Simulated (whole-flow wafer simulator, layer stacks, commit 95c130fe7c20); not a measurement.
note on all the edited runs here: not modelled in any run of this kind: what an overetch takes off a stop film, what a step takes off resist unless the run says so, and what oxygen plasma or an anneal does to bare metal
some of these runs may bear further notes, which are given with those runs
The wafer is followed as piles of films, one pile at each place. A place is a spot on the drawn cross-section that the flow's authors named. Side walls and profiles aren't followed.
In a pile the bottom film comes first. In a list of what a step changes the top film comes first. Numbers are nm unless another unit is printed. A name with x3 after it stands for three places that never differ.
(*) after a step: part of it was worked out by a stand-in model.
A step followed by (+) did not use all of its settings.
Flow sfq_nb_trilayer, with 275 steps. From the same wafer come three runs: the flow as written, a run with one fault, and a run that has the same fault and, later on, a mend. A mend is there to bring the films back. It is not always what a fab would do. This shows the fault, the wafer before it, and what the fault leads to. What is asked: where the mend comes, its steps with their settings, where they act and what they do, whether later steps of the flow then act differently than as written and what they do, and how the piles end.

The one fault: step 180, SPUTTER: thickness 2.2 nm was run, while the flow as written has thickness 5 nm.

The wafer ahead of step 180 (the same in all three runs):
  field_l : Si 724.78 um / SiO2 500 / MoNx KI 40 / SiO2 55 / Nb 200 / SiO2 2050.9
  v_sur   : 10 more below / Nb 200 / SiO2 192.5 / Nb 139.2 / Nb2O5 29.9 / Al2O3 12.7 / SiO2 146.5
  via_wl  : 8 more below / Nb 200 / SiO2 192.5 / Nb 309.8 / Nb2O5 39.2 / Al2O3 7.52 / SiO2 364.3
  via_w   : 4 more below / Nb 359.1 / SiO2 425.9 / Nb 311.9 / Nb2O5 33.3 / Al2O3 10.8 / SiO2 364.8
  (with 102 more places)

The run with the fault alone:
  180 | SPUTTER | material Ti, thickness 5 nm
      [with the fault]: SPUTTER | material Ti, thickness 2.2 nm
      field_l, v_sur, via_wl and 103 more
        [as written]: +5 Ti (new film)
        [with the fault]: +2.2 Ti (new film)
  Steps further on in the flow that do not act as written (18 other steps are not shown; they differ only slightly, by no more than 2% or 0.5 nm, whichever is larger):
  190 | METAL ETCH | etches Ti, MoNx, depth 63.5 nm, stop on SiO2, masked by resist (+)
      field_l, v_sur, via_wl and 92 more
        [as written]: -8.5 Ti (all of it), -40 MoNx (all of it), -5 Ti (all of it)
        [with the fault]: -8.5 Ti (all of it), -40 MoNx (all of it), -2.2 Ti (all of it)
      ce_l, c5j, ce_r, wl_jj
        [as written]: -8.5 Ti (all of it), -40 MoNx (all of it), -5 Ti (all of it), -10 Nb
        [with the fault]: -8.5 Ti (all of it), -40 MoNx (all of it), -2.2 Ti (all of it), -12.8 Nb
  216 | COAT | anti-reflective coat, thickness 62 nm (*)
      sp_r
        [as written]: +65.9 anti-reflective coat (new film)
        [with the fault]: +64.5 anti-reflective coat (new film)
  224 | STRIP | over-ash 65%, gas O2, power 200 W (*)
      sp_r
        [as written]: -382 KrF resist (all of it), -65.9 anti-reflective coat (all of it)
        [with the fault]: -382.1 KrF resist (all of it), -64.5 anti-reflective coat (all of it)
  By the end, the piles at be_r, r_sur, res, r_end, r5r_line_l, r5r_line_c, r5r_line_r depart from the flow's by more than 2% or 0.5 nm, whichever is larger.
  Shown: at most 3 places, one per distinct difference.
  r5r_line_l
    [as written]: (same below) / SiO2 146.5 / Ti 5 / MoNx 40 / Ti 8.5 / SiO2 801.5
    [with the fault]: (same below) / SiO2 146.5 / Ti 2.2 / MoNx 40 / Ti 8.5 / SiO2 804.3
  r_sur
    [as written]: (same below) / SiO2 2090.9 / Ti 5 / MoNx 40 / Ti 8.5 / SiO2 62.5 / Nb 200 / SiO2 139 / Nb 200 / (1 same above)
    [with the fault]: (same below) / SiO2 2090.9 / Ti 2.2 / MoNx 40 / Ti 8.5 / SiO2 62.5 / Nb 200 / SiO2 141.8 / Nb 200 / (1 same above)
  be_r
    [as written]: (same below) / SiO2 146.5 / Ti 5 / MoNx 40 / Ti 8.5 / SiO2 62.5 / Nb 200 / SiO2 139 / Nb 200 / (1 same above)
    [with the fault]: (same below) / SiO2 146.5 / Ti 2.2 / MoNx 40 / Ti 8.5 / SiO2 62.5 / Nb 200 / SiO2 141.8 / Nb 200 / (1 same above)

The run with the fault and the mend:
  After step 180 comes the mend.
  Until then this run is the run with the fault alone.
  180a | SPUTTER | material Ti, thickness 2.8 nm (a further turn of the flow's step 180, with different settings)
      field_l, v_sur, via_wl and 103 more
        +2.8 Ti
  None of the later steps of the flow acts differently than as written at any place that is followed.
  At every place that both follow, the piles at the end match the flow's.
